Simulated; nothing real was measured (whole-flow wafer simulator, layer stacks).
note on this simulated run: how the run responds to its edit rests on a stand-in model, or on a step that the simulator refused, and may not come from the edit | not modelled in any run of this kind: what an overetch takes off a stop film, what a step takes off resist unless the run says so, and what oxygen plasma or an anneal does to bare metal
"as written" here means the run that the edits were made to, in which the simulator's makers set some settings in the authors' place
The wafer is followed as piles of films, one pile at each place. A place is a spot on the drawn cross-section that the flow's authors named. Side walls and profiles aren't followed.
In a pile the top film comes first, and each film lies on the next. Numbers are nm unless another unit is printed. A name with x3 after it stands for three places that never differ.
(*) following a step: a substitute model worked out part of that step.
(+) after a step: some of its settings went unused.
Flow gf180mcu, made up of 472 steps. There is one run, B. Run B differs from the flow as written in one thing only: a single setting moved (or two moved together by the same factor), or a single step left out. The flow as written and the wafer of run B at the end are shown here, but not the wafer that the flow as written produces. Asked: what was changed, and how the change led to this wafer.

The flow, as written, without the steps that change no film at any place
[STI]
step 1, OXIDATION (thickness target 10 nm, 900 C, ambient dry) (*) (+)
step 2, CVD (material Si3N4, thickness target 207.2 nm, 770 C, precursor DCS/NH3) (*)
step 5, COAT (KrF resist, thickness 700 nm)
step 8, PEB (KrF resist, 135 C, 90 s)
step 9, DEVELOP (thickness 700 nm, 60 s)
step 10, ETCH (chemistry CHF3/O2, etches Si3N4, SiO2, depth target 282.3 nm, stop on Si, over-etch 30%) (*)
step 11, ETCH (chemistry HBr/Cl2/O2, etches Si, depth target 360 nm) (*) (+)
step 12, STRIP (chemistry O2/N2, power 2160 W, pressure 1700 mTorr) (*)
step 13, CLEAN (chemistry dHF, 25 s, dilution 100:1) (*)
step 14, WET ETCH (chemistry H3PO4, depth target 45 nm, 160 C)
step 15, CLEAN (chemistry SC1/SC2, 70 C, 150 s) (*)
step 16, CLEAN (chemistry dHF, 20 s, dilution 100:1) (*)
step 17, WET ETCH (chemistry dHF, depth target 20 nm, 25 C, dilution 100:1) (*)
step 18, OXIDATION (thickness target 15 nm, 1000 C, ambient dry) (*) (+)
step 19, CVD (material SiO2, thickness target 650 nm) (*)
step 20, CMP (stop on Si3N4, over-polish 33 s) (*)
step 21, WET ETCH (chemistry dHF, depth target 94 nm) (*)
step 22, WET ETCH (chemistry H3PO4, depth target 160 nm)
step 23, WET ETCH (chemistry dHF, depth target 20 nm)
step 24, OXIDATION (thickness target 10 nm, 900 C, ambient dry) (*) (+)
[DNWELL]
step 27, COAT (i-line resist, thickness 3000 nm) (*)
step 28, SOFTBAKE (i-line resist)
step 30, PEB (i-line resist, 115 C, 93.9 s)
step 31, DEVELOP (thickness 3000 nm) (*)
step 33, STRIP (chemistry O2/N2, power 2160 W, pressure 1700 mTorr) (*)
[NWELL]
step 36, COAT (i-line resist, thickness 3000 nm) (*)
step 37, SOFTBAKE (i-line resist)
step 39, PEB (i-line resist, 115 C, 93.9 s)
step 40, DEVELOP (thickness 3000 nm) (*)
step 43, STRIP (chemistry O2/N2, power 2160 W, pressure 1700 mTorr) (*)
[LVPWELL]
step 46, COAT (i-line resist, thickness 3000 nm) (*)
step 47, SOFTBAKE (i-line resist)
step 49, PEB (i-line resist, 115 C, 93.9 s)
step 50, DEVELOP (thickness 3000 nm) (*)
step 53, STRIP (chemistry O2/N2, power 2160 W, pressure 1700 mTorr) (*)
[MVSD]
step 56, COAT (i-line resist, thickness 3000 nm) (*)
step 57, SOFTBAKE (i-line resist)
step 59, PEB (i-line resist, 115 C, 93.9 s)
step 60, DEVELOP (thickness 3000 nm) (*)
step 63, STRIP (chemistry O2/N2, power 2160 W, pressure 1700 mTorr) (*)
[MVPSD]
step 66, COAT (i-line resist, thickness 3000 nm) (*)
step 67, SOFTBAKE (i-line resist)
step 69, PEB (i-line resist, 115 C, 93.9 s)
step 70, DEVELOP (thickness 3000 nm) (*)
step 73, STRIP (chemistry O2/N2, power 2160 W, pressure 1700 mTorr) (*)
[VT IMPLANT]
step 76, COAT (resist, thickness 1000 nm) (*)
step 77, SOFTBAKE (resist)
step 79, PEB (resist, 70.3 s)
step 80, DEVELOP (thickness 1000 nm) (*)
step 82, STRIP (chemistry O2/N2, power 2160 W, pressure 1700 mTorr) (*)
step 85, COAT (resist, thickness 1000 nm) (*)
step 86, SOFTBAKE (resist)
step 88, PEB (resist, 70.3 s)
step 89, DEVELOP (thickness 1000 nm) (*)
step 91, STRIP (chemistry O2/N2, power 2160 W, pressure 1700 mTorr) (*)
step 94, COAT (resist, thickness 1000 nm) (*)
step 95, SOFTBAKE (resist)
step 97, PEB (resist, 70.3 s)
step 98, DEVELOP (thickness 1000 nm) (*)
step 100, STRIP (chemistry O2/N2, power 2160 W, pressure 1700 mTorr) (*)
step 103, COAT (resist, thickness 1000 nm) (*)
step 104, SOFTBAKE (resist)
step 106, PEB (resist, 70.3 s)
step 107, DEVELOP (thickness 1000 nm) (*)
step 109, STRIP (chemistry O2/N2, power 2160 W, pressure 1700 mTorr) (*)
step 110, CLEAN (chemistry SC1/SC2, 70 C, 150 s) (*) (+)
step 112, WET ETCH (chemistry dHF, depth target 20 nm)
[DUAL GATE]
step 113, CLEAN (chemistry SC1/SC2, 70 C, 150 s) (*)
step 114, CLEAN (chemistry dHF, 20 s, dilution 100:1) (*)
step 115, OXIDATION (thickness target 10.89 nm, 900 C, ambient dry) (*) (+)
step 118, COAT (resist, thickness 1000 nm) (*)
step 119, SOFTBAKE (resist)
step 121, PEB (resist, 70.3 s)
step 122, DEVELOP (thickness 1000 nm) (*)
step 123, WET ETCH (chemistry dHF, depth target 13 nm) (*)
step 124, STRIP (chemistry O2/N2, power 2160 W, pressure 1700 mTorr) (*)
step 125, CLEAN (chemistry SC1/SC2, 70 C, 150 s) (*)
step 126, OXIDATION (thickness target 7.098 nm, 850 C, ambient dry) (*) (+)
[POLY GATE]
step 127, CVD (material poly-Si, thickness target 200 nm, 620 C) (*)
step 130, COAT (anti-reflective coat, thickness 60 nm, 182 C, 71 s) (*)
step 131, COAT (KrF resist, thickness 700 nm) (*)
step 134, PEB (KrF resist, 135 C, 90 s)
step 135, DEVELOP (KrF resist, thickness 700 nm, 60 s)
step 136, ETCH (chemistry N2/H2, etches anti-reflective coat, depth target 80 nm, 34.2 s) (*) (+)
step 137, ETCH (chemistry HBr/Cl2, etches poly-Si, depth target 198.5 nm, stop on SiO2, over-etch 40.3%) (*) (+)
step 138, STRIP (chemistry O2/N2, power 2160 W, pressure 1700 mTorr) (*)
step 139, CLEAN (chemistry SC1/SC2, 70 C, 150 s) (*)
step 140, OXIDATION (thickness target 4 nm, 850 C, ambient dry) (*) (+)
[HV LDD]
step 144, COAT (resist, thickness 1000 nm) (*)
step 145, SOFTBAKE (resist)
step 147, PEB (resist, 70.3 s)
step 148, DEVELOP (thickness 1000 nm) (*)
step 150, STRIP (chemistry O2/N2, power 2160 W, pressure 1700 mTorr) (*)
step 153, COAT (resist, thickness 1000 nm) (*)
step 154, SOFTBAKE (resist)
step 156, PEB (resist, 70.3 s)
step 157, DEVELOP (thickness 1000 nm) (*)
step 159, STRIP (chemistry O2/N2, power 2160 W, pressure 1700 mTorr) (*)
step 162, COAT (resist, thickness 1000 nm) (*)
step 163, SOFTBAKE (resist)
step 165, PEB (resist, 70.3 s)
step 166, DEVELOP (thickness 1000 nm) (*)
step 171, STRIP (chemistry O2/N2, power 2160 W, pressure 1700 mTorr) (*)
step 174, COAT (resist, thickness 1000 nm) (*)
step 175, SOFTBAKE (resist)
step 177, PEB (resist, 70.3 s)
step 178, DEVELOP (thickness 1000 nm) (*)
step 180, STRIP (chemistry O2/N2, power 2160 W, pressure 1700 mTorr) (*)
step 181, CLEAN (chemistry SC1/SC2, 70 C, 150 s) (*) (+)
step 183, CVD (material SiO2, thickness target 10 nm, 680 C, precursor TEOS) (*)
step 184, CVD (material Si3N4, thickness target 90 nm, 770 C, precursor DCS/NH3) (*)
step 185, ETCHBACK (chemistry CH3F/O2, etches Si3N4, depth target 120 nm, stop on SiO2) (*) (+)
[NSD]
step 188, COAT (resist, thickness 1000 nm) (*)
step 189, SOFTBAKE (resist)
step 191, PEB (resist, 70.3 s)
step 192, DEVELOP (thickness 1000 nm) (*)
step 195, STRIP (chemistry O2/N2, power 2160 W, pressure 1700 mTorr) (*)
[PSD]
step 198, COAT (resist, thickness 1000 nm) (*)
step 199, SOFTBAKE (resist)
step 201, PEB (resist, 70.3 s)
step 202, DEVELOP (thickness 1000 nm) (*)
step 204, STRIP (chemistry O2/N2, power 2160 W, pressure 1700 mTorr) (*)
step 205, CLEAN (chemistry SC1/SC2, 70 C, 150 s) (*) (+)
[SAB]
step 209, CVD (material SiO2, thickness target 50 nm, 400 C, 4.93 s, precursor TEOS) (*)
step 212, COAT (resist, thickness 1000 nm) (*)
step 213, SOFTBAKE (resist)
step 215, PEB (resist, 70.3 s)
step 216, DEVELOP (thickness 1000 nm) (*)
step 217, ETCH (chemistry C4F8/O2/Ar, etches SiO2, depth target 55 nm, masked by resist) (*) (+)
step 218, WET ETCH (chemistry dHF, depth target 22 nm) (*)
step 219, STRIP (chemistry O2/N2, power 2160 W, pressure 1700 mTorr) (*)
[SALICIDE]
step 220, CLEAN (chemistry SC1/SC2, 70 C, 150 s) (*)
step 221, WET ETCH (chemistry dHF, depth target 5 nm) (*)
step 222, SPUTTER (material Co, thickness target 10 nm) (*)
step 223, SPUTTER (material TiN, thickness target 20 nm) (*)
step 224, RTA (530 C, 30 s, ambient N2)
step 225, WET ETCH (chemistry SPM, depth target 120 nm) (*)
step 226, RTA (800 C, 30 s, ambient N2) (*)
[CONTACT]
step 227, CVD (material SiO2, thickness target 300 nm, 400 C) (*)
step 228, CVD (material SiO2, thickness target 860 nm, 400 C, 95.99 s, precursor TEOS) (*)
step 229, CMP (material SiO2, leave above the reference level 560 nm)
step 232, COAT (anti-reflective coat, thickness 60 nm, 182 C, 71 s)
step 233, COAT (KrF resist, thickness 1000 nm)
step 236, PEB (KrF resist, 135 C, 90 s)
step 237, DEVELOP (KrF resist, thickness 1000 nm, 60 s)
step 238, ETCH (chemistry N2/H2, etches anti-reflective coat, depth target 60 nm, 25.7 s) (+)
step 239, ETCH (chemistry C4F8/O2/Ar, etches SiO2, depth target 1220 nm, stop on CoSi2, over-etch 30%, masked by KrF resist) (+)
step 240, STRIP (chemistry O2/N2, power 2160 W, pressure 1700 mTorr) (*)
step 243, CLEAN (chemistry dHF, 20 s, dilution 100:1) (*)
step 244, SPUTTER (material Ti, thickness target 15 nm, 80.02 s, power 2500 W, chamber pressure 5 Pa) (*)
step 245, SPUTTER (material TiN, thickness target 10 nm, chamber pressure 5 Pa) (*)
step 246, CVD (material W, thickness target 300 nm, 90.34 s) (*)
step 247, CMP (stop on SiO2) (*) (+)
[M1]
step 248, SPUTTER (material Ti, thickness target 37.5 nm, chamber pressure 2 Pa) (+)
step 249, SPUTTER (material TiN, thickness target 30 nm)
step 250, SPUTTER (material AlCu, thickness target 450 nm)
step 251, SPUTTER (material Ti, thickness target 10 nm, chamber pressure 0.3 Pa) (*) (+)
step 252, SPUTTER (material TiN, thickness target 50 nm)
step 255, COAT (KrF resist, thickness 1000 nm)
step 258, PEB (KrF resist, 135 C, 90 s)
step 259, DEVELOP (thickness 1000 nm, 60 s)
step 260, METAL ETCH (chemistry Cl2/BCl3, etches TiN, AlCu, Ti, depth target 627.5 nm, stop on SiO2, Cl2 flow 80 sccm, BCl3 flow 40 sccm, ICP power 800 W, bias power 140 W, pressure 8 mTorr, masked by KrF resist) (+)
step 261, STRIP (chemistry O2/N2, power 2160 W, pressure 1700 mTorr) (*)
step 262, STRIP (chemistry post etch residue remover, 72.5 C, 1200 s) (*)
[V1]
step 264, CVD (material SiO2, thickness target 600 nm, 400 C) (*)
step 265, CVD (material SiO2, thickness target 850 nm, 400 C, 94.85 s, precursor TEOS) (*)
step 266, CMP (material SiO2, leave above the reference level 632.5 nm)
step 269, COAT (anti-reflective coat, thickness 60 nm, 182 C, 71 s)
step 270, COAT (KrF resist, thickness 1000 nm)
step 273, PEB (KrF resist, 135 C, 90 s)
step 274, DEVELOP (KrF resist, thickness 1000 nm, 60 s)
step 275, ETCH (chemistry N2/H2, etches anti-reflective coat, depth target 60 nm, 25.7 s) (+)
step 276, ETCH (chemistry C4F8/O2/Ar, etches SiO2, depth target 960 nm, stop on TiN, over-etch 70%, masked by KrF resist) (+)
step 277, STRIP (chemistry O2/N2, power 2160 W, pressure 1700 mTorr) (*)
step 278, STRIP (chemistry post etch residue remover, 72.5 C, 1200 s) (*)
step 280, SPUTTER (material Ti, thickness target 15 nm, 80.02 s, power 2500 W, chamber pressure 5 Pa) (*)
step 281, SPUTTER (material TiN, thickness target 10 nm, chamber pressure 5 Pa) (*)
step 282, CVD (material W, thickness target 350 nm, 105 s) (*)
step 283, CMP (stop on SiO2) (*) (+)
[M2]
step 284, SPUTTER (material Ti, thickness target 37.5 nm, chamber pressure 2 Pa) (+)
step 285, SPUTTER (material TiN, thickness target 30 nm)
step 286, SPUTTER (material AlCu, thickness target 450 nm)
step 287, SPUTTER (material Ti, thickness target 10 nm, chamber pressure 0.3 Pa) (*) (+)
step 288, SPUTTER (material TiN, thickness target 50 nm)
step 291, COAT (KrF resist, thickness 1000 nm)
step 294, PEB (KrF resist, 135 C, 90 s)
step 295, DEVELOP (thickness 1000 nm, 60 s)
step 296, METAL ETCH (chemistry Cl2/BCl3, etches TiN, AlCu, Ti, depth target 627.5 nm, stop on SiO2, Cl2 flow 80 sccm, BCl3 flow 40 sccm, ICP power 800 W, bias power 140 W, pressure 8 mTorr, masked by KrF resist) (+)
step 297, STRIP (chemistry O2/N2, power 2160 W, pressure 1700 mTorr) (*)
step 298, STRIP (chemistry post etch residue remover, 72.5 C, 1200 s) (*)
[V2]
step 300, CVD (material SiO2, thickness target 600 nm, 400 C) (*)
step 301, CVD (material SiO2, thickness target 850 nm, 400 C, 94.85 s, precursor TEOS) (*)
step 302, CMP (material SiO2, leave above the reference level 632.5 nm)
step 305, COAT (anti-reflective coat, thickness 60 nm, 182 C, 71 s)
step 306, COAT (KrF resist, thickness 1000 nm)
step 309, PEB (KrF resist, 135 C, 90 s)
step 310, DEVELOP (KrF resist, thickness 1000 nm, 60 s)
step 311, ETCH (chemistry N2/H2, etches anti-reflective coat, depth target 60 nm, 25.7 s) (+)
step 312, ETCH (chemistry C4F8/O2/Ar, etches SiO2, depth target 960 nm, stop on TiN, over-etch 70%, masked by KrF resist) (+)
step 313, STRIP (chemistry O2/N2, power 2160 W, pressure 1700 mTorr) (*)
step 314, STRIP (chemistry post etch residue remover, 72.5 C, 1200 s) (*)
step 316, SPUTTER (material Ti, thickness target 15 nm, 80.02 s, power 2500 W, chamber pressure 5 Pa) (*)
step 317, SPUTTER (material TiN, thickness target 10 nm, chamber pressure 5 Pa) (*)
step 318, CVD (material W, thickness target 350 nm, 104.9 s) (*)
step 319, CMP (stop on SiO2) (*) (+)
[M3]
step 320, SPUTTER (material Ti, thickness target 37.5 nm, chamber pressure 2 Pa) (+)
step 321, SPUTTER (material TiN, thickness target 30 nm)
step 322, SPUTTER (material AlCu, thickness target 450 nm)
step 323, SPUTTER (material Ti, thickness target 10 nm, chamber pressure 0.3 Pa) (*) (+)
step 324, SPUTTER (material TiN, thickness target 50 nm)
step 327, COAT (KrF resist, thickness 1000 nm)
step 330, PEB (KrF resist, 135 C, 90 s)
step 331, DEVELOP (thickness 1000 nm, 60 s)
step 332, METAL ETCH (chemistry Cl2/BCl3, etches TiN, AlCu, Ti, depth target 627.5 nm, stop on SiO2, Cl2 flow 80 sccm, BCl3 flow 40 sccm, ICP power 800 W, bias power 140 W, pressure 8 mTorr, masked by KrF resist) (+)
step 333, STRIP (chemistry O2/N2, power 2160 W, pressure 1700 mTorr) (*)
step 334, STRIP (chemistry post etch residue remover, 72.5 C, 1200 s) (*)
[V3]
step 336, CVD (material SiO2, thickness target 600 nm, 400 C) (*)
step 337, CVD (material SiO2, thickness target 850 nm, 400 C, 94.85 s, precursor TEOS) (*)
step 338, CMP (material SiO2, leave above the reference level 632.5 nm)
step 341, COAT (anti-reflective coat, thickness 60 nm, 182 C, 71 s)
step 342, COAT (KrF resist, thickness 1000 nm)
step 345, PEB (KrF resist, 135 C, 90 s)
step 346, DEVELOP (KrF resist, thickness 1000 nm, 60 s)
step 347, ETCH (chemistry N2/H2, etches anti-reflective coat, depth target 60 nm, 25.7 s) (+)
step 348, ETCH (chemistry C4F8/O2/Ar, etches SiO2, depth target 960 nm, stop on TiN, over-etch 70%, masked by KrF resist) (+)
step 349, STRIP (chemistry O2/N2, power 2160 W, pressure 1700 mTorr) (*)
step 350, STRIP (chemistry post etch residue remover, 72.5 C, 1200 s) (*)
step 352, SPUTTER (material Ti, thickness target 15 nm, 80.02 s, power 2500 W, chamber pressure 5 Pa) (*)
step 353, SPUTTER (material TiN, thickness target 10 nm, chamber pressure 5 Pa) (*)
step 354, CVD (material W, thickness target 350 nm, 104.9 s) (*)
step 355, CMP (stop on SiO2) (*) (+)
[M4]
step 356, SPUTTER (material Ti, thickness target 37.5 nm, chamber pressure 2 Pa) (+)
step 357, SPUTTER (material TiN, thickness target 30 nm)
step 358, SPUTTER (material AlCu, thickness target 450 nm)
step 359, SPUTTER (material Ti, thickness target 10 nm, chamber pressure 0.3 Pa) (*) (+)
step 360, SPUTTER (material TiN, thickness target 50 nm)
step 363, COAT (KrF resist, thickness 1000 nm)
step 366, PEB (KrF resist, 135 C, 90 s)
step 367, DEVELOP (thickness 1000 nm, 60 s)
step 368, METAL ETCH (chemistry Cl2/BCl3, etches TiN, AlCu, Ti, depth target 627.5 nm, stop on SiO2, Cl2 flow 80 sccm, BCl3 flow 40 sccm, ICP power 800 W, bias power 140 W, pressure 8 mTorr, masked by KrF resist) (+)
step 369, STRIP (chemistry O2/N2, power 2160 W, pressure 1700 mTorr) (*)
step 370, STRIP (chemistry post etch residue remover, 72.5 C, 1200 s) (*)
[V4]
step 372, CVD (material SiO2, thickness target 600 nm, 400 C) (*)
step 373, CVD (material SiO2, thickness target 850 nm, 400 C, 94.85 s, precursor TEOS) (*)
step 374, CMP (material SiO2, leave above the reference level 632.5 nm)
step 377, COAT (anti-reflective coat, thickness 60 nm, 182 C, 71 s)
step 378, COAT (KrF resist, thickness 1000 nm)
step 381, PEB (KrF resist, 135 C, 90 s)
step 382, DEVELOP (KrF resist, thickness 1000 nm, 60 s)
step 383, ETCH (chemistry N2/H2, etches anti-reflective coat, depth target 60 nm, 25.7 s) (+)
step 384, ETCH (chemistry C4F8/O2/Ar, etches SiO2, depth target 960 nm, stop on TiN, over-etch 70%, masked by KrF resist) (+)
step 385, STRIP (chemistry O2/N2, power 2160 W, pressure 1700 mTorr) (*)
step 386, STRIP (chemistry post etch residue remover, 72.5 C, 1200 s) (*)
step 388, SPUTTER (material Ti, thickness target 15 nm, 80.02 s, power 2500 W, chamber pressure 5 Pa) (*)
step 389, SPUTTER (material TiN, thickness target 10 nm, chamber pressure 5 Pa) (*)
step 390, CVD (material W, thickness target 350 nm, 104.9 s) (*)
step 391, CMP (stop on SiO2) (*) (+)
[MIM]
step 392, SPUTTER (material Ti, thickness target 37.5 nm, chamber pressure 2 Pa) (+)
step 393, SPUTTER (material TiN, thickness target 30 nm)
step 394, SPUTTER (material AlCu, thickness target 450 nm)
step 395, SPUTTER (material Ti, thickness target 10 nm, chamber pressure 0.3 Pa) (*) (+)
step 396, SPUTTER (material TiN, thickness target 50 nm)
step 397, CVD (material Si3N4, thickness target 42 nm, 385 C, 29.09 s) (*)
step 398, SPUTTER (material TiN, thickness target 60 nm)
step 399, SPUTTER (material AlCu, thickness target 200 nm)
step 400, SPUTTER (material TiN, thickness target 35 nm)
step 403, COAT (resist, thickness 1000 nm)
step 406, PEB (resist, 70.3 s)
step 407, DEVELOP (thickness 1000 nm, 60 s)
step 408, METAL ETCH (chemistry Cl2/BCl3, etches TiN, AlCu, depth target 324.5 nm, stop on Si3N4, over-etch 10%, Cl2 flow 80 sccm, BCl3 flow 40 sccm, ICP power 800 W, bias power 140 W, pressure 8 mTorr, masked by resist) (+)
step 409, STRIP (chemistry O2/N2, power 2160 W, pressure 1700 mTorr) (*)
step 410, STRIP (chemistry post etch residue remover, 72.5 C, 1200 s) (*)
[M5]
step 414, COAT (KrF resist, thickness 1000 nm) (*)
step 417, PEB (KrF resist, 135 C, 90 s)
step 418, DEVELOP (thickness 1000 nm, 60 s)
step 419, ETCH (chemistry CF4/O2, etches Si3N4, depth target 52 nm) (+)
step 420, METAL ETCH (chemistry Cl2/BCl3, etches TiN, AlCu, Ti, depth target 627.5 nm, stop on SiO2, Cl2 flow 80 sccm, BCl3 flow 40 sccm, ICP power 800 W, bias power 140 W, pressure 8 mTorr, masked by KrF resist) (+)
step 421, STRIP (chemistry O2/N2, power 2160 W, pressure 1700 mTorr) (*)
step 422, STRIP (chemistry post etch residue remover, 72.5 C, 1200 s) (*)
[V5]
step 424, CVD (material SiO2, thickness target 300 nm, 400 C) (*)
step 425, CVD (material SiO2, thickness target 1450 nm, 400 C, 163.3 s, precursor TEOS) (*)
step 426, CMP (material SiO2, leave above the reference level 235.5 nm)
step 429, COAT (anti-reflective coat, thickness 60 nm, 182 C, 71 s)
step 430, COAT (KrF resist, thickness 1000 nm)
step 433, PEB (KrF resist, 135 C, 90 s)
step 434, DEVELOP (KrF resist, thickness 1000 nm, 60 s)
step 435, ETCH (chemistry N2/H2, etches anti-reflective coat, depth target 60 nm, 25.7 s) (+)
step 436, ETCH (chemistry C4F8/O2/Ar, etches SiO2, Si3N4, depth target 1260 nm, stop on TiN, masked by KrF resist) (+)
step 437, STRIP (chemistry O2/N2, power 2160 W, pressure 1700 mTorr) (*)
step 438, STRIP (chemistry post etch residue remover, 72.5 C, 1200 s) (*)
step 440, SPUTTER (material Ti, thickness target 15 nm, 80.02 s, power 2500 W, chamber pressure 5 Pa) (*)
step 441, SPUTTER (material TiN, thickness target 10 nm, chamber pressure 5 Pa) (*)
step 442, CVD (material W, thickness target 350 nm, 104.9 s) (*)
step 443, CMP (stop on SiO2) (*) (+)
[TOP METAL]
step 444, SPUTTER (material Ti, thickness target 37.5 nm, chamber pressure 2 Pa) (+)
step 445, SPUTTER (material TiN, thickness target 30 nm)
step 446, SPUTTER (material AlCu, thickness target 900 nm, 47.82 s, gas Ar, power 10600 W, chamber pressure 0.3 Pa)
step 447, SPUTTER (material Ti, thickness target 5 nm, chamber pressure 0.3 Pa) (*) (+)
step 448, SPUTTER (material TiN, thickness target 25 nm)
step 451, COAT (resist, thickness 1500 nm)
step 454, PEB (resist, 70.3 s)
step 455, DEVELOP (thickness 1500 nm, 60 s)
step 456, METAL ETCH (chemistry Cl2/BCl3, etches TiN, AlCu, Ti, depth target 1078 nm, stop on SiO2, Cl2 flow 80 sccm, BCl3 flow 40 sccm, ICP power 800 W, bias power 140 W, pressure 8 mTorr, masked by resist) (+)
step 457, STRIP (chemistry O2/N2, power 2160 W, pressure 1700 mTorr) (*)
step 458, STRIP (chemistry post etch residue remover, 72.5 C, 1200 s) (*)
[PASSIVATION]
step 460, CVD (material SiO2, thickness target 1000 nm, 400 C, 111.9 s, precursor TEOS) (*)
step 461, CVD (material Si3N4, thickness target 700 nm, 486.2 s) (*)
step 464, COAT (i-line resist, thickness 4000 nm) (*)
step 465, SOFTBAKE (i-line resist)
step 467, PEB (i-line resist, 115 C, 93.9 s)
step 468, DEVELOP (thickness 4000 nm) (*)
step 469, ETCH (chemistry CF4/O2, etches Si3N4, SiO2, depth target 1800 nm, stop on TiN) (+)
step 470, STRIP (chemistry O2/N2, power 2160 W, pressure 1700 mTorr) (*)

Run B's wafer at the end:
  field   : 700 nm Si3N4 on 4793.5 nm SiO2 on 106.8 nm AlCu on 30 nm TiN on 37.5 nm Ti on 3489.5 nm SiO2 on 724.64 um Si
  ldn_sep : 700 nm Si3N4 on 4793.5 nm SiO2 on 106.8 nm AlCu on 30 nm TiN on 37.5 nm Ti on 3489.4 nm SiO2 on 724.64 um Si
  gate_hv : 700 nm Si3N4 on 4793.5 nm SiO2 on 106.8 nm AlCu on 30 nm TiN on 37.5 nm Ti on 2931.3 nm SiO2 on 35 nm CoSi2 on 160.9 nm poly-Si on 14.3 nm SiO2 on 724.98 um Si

What caused this: step 322, SPUTTER: thickness target 680 nm was run, while the flow as written has thickness target 450 nm.

Step by step, how the change led to this:
  step 322, SPUTTER (material AlCu, thickness target 450 nm)
      field, field__w1, field__w2 and 108 more: +680 AlCu (new film) (as written it would have been: +450 AlCu (new film))
  step 332, METAL ETCH (chemistry Cl2/BCl3, etches TiN, AlCu, Ti, depth target 627.5 nm, stop on SiO2, Cl2 flow 80 sccm, BCl3 flow 40 sccm, ICP power 800 W, bias power 140 W, pressure 8 mTorr, masked by KrF resist) (+)
      field, field__w1, field__w2 and 103 more: -50 TiN (all of it), -10 Ti (all of it), -567.5 AlCu (as written it would have been: -50 TiN (all of it), -10 Ti (all of it), -450 AlCu (all of it), -30 TiN (all of it), -37.5 Ti (all of it))
  step 334, STRIP (chemistry post etch residue remover, 72.5 C, 1200 s) (*)
      field, field__w1, field__w2 and 103 more: -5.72 AlCu (as written it would have been: nothing)
  step 336, CVD (material SiO2, thickness target 600 nm, 400 C) (*)
      field, field__w1, field__w2 and 103 more: +600 SiO2 (new film) (as written it would have been: +600 SiO2)
  step 338, CMP (material SiO2, leave above the reference level 632.5 nm)
      field, field__w1, field__w2 and 103 more: -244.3 SiO2 (as written it would have been: -300 SiO2)
If metal films that touch count as one body, field has 1 body; the flow as written gives 0 bodies.
If metal films that touch count as one body, ldn_sep has 1 body; the flow as written gives 0 bodies.
If metal films that touch count as one body, gate_hv has 2 bodies (between them, from the top down: SiO2 2931.3); the flow as written gives 1 body.
